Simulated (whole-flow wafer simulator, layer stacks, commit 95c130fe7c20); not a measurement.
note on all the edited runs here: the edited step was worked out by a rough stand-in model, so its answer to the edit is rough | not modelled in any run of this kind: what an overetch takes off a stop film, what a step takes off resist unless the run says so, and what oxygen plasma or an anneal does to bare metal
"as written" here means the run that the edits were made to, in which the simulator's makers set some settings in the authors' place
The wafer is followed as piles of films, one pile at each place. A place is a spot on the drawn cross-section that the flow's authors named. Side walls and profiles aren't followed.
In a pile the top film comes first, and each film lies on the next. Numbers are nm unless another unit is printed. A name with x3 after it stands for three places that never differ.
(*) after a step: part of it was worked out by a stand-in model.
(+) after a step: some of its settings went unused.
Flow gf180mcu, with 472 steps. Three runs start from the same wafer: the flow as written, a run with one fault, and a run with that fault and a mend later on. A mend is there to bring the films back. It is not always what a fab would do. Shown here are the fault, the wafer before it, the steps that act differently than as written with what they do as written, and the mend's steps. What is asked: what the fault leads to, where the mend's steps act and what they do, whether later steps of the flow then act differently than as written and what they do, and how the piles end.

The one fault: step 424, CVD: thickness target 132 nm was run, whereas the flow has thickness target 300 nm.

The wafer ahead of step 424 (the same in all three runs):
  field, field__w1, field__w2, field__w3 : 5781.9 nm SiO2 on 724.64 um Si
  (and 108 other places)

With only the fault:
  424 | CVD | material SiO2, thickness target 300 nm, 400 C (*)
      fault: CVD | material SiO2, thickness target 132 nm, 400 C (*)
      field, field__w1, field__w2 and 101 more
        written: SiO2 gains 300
        fault: SiO2 gains 132
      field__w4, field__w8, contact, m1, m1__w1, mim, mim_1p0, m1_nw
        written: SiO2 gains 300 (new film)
        fault: SiO2 gains 132 (new film)
  Later steps of the flow acting differently than as written:
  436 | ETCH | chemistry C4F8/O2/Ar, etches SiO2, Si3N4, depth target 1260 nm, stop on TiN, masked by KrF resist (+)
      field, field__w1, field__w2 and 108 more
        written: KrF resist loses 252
        fault: KrF resist loses 211
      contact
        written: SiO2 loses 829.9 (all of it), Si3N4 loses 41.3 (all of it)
        fault: SiO2 loses 661.9 (all of it), Si3N4 loses 41.3 (all of it)
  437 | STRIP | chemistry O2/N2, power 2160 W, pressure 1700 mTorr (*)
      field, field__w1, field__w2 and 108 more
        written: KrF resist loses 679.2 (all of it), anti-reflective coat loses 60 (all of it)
        fault: KrF resist loses 720.2 (all of it), anti-reflective coat loses 60 (all of it)
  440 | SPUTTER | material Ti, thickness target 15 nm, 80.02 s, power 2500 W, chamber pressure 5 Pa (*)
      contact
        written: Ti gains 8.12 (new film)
        fault: Ti gains 8.95 (new film)
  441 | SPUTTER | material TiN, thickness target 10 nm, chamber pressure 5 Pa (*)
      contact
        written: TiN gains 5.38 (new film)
        fault: TiN gains 5.93 (new film)
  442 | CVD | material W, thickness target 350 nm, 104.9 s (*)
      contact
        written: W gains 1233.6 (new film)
        fault: W gains 1064.2 (new film)
  The piles end different from the flow's at field, field__w1, field__w2 and 109 more by more than 2% or 0.5 nm, whichever is larger.
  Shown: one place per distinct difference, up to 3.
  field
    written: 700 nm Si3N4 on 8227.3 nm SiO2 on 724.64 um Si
    fault: 700 nm Si3N4 on 8059.3 nm SiO2 on 724.64 um Si
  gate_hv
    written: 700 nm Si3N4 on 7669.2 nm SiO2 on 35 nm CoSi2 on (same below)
    fault: 700 nm Si3N4 on 7501.2 nm SiO2 on 35 nm CoSi2 on (same below)
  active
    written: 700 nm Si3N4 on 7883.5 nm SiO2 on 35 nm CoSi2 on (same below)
    fault: 700 nm Si3N4 on 7715.5 nm SiO2 on 35 nm CoSi2 on (same below)

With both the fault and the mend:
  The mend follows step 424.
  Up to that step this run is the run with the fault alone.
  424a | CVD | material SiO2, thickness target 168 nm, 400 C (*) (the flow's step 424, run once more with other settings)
      field, field__w1, field__w2 and 109 more
        SiO2 gains 168
  Every later step of the flow that is run acts as written at every place that is followed.
  By the end, the piles equal the flow's at every place that both follow.
